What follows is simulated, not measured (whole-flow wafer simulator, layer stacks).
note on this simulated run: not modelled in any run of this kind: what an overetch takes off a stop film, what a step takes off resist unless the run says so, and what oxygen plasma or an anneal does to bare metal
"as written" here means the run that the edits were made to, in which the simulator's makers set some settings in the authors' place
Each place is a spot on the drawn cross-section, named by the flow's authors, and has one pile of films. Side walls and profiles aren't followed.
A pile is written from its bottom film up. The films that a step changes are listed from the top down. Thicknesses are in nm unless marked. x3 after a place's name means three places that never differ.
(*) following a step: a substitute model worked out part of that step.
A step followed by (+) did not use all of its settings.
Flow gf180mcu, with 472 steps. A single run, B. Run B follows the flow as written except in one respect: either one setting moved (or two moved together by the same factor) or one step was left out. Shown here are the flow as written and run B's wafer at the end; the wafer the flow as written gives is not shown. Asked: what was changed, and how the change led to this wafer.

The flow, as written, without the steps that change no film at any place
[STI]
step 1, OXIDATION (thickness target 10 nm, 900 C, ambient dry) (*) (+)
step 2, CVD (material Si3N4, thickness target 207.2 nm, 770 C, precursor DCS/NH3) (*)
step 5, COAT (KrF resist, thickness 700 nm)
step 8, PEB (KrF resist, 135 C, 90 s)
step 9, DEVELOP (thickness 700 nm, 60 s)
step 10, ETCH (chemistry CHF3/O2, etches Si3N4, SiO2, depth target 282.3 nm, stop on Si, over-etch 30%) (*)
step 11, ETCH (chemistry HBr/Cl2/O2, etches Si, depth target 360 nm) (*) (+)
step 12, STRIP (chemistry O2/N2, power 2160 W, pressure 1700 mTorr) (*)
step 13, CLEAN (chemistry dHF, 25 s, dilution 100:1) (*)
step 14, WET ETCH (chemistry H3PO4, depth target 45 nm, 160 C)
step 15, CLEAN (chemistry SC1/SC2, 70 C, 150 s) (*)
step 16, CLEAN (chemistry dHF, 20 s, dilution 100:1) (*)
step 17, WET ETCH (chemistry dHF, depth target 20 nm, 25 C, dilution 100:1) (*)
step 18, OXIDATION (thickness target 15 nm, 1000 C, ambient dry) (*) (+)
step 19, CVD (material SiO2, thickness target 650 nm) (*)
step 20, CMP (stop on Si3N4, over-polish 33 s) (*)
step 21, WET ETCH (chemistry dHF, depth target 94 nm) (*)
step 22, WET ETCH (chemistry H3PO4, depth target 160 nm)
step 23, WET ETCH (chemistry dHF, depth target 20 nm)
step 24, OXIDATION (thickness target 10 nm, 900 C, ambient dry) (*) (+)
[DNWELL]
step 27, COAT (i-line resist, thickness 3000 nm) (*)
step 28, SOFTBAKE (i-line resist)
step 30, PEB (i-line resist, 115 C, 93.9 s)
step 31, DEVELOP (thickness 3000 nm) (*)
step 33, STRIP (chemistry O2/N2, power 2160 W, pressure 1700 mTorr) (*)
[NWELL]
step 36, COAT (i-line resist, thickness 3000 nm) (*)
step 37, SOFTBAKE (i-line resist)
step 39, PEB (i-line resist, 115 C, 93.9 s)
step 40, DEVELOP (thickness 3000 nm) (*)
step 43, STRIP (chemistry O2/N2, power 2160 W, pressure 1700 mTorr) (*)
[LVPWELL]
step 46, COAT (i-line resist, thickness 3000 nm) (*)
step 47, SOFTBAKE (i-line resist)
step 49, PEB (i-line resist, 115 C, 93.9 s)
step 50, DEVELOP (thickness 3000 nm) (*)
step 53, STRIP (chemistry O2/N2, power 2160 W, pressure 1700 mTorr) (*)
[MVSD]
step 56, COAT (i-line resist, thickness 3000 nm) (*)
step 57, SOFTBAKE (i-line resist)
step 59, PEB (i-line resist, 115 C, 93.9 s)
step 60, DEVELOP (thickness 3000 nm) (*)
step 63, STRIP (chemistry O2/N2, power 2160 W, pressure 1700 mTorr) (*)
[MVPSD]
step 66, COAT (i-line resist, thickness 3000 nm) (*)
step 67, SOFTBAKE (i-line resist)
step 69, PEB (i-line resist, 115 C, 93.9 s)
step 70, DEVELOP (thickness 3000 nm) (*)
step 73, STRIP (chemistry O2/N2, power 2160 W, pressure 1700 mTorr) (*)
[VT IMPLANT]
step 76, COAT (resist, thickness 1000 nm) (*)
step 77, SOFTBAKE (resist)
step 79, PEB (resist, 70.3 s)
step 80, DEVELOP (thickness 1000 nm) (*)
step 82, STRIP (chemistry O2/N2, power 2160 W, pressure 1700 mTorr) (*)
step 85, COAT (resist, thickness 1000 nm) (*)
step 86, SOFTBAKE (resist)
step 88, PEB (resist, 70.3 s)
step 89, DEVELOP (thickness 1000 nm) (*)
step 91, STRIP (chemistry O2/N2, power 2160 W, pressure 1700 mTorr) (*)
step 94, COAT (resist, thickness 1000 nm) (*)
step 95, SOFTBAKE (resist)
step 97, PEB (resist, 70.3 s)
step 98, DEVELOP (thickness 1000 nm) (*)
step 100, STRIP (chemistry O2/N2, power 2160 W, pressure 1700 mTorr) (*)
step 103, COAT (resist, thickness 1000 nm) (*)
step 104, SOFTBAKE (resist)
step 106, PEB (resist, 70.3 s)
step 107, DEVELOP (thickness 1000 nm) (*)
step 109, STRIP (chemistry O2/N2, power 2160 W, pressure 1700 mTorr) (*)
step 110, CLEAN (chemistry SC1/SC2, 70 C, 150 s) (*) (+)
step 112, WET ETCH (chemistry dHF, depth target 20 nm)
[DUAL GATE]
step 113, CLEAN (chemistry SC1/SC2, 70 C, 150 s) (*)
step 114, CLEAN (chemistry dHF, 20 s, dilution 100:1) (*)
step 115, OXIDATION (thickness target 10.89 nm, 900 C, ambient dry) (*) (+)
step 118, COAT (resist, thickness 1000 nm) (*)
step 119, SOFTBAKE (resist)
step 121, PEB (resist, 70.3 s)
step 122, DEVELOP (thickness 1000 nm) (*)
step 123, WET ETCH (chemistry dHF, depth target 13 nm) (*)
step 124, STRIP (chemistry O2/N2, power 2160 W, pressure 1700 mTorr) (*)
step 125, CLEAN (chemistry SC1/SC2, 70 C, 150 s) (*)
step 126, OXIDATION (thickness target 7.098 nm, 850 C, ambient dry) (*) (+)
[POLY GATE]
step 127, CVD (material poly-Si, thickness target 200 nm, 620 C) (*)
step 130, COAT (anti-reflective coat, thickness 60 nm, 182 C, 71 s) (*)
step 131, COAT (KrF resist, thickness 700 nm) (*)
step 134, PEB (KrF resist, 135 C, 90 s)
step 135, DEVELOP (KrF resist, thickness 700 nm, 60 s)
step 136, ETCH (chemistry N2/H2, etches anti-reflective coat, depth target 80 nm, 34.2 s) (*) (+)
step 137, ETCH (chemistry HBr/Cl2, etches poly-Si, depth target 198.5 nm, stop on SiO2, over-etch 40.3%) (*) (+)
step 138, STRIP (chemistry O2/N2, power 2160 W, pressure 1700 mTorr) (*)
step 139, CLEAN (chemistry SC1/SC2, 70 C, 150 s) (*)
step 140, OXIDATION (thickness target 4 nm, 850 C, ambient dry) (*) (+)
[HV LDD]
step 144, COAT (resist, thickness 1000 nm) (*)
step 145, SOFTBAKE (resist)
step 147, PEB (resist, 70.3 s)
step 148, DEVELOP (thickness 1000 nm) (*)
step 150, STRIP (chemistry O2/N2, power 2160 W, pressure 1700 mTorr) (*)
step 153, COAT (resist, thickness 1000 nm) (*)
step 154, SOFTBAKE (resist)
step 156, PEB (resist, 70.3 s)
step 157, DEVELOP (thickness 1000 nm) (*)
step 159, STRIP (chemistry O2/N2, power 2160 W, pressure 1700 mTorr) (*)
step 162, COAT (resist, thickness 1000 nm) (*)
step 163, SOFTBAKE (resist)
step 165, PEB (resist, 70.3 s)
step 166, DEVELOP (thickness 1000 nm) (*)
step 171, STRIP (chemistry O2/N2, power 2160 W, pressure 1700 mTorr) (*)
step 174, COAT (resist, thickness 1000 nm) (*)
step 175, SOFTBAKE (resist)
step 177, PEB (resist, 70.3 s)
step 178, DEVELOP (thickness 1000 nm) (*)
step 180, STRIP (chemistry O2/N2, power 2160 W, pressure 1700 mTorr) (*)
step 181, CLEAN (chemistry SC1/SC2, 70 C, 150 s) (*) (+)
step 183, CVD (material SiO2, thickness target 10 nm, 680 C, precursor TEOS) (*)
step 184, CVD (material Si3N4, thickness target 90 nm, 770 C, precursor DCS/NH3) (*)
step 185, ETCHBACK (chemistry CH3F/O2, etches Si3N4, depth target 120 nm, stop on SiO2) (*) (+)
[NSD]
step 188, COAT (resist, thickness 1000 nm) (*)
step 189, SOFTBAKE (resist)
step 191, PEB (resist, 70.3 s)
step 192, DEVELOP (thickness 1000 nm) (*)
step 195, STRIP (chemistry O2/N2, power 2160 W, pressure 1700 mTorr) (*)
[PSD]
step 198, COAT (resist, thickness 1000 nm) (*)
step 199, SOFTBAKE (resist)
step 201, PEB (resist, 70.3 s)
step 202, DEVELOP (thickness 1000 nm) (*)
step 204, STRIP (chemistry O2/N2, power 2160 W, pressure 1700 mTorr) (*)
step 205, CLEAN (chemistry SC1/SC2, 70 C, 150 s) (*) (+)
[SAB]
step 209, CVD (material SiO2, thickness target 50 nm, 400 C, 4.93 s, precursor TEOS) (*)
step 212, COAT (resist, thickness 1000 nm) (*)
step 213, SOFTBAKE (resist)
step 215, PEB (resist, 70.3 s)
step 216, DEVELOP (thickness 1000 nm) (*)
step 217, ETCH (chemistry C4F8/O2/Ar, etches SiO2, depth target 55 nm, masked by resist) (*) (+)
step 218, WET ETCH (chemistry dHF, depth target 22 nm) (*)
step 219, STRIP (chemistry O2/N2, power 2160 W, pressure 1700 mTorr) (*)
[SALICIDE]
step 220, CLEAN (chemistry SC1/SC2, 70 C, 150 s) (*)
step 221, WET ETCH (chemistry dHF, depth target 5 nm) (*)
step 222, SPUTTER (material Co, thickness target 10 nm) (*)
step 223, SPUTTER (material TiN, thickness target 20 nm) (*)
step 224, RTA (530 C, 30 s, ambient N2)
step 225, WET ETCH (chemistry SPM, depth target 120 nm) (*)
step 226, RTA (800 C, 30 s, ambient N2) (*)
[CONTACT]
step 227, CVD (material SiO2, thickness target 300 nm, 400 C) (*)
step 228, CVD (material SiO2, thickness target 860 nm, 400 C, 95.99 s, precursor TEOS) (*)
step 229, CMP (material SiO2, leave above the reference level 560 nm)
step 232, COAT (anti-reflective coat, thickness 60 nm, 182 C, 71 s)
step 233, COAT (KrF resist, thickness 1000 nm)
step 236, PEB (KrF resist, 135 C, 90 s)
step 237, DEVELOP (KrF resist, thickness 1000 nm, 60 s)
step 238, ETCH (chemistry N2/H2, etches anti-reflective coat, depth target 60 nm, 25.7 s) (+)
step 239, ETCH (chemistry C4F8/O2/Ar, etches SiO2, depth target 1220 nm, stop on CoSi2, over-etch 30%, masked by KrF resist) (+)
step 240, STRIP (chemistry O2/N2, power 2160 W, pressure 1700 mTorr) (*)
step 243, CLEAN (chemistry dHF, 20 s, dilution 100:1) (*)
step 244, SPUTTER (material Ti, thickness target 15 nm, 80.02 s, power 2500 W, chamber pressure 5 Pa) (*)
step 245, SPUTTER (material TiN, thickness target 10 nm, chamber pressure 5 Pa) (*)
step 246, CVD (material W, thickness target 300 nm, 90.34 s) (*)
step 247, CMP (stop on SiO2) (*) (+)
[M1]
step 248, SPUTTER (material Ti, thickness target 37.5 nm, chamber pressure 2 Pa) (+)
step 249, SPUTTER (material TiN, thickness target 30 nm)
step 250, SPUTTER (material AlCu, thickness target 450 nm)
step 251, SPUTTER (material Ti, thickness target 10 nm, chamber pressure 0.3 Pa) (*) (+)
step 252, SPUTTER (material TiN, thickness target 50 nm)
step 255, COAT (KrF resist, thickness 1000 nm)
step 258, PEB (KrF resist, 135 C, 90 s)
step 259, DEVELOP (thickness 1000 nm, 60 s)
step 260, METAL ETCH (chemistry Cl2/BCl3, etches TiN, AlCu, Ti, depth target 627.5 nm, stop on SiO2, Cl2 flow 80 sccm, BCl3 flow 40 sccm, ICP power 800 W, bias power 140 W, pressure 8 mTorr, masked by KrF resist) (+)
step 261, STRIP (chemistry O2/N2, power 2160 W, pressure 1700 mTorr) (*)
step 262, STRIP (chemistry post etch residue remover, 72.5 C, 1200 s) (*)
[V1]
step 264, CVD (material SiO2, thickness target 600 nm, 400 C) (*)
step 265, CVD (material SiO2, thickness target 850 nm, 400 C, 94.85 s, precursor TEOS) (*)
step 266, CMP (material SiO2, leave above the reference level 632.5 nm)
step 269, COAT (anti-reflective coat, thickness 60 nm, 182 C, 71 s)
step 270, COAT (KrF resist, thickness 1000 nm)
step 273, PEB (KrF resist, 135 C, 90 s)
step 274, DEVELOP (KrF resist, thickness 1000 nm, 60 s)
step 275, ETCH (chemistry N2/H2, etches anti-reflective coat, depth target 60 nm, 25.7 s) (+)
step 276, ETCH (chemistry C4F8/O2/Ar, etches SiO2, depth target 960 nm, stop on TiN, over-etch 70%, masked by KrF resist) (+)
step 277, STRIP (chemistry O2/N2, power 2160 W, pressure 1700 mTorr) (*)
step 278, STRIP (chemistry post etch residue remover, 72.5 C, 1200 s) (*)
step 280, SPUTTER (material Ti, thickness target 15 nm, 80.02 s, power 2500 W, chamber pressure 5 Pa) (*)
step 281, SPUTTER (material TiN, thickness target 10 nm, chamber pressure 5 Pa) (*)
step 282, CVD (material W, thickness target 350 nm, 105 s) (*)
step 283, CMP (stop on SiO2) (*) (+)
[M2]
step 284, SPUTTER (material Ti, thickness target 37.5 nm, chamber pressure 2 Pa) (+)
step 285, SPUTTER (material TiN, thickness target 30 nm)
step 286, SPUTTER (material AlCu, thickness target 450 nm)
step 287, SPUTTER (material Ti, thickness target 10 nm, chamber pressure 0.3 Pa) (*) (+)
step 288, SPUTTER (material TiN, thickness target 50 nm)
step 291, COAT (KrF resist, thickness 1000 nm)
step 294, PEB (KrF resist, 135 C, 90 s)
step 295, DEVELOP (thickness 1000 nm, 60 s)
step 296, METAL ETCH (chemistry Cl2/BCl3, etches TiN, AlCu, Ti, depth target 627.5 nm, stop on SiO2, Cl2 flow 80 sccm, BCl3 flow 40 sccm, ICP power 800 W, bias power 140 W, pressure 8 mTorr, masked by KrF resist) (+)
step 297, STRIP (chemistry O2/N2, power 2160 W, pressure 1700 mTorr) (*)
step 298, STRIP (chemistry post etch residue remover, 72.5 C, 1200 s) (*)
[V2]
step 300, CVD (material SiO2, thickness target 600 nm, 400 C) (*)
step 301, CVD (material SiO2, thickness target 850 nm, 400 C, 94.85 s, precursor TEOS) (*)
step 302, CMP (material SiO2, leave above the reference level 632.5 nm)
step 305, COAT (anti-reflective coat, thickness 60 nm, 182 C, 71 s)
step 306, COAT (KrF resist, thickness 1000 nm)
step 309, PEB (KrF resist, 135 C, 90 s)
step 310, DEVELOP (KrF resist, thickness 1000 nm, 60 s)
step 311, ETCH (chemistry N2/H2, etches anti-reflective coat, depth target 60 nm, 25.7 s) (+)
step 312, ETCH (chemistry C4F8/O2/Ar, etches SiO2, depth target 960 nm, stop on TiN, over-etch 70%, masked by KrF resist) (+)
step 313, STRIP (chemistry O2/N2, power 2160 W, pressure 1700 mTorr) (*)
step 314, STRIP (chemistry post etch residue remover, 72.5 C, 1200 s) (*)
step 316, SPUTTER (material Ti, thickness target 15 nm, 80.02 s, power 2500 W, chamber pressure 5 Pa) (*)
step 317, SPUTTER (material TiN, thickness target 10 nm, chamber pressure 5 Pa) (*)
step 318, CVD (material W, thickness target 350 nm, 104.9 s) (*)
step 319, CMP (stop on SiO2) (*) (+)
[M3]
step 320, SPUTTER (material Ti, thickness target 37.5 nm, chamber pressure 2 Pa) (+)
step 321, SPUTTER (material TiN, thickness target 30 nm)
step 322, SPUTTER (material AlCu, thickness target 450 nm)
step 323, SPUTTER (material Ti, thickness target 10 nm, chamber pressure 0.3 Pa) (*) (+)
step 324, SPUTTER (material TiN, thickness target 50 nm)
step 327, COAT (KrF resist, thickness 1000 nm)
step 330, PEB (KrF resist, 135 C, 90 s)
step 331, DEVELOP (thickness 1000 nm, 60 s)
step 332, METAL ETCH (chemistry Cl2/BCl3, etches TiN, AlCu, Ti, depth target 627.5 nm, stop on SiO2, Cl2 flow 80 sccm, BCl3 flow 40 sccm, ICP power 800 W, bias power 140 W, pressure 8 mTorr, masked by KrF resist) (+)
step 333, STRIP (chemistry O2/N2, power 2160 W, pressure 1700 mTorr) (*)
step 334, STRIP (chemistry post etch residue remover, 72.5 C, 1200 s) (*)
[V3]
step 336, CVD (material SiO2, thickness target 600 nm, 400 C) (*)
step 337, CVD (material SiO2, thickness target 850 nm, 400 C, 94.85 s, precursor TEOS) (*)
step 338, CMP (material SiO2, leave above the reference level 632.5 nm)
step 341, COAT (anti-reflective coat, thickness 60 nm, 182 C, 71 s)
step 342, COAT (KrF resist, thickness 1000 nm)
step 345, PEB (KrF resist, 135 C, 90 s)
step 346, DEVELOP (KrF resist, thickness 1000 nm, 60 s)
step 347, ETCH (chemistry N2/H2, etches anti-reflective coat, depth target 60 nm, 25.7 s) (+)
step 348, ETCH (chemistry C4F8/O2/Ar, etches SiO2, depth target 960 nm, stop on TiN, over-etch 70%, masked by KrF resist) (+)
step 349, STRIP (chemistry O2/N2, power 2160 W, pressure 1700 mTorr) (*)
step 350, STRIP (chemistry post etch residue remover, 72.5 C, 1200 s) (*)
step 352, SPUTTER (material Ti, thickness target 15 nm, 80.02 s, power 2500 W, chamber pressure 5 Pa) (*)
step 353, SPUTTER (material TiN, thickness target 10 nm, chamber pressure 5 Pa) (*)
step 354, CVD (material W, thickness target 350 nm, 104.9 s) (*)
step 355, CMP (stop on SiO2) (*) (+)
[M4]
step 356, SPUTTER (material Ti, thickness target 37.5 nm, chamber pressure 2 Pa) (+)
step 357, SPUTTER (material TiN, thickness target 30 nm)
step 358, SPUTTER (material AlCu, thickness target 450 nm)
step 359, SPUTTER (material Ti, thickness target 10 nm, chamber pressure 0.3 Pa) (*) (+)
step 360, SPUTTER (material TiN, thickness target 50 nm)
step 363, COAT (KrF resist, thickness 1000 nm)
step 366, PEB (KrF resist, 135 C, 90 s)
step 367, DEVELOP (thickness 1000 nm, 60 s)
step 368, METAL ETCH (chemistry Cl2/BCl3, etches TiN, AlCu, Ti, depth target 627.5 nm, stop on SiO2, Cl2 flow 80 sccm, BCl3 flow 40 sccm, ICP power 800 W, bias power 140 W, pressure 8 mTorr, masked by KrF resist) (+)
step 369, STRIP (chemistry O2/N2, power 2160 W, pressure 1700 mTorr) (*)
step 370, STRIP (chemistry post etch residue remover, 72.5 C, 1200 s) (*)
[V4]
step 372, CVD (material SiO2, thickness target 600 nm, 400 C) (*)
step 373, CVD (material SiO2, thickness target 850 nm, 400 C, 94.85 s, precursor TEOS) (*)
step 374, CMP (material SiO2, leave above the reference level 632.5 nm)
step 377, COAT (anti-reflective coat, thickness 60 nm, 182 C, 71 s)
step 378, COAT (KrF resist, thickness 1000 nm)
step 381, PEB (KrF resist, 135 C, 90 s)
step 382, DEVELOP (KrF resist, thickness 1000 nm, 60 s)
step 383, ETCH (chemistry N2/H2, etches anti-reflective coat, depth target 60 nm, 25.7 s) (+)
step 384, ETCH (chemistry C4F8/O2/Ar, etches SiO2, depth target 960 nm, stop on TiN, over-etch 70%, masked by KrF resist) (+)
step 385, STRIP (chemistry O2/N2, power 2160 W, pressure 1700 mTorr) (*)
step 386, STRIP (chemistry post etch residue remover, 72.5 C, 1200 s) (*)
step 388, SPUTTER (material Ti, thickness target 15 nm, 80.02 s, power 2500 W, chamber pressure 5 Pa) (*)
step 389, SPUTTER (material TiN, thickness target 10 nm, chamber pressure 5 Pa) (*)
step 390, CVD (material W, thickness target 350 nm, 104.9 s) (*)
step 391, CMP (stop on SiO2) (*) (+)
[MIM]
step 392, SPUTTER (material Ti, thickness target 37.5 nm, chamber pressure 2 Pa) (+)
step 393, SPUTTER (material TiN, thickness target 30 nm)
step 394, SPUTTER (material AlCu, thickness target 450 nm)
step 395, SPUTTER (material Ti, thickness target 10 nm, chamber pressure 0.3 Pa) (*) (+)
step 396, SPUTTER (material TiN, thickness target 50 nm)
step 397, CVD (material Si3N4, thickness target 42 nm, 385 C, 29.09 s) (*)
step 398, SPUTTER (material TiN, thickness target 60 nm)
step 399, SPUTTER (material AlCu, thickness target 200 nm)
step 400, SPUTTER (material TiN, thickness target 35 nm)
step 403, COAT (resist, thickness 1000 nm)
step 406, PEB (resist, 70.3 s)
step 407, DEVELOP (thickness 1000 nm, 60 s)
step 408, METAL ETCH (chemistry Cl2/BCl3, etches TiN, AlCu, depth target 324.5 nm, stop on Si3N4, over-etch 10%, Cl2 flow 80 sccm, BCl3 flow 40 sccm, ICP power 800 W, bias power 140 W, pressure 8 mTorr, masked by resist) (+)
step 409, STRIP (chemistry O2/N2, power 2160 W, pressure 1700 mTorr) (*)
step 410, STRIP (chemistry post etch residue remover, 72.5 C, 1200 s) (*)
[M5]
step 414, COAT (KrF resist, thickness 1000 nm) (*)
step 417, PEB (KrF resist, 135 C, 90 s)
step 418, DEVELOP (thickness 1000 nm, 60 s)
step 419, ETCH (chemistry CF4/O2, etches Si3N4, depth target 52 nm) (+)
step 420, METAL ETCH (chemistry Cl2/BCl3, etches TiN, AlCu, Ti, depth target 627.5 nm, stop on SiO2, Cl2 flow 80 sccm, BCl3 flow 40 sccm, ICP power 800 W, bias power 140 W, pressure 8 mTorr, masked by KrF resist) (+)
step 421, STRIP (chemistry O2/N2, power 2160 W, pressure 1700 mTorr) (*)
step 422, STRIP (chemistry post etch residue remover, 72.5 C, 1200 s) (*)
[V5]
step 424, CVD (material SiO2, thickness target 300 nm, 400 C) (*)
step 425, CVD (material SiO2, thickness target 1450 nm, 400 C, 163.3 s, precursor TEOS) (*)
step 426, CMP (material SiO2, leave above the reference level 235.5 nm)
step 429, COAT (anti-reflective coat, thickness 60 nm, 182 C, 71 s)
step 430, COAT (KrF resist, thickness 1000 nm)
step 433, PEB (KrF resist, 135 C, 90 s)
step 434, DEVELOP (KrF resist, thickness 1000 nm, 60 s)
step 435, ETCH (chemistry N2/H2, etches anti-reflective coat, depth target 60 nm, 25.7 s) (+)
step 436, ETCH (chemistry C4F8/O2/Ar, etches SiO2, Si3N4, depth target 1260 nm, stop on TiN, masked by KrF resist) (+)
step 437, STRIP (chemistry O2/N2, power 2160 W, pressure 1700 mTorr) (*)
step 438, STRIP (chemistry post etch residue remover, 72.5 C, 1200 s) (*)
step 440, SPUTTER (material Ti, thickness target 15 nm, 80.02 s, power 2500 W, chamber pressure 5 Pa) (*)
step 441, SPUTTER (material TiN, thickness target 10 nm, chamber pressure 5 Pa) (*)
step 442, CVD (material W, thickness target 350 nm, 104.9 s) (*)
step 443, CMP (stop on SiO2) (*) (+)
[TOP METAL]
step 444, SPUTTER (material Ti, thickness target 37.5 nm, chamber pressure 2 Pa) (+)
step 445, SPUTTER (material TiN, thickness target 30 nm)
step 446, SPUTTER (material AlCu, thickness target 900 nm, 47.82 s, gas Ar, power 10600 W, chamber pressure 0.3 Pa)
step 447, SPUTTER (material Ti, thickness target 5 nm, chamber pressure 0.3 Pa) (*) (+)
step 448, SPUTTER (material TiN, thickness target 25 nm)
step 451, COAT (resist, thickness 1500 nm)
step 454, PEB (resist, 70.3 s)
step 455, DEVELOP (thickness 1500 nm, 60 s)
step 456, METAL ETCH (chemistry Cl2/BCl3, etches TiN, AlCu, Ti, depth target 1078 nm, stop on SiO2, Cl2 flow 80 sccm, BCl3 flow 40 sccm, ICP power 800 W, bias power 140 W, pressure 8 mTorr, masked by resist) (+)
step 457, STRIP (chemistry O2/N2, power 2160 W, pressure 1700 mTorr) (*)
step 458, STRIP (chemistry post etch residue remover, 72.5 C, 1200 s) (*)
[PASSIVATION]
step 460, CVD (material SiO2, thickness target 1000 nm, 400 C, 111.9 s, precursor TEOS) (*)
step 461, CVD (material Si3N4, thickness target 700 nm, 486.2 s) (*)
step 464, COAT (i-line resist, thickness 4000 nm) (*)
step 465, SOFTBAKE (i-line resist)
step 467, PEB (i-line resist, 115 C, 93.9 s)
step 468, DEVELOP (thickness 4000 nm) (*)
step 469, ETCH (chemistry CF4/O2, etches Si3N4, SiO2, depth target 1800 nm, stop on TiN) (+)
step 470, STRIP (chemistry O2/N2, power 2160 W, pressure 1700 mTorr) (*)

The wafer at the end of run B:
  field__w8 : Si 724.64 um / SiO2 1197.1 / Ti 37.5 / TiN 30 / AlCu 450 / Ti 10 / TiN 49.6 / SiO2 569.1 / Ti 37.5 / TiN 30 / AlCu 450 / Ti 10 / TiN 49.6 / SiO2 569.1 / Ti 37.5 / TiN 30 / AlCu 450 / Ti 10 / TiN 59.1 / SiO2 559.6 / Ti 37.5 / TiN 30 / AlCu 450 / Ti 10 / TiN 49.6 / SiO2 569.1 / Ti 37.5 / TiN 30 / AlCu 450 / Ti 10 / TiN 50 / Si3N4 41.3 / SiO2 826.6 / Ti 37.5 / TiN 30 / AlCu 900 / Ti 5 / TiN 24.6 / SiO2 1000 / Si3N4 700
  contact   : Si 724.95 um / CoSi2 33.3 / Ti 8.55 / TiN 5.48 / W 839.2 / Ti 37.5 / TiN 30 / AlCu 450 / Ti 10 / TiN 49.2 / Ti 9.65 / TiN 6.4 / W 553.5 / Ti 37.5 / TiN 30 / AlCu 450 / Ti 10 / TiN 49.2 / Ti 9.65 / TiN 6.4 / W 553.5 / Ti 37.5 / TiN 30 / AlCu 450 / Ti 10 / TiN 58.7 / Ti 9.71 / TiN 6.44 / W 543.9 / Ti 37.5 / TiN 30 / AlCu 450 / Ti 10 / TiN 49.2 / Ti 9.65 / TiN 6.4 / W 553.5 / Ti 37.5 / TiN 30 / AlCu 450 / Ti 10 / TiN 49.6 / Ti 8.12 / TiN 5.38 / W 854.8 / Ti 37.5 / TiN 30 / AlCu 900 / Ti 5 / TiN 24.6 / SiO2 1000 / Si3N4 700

Cause: step 324, SPUTTER: thickness target 59.5 nm was run, while the flow as written has thickness target 50 nm.

The path from the change to this, step by step:
  step 324, SPUTTER (material TiN, thickness target 50 nm)
      field, field__w1, field__w2 and 108 more: TiN gains 59.5 (new film) (in the flow as written it would be: TiN gains 50 (new film))
  step 332, METAL ETCH (chemistry Cl2/BCl3, etches TiN, AlCu, Ti, depth target 627.5 nm, stop on SiO2, Cl2 flow 80 sccm, BCl3 flow 40 sccm, ICP power 800 W, bias power 140 W, pressure 8 mTorr, masked by KrF resist) (+)
      field, field__w1, field__w2 and 103 more: TiN loses 59.5 (all of it), Ti loses 10 (all of it), AlCu loses 450 (all of it), TiN loses 30 (all of it), Ti loses 37.5 (all of it) (in the flow as written it would be: TiN loses 50 (all of it), Ti loses 10 (all of it), AlCu loses 450 (all of it), TiN loses 30 (all of it), Ti loses 37.5 (all of it))
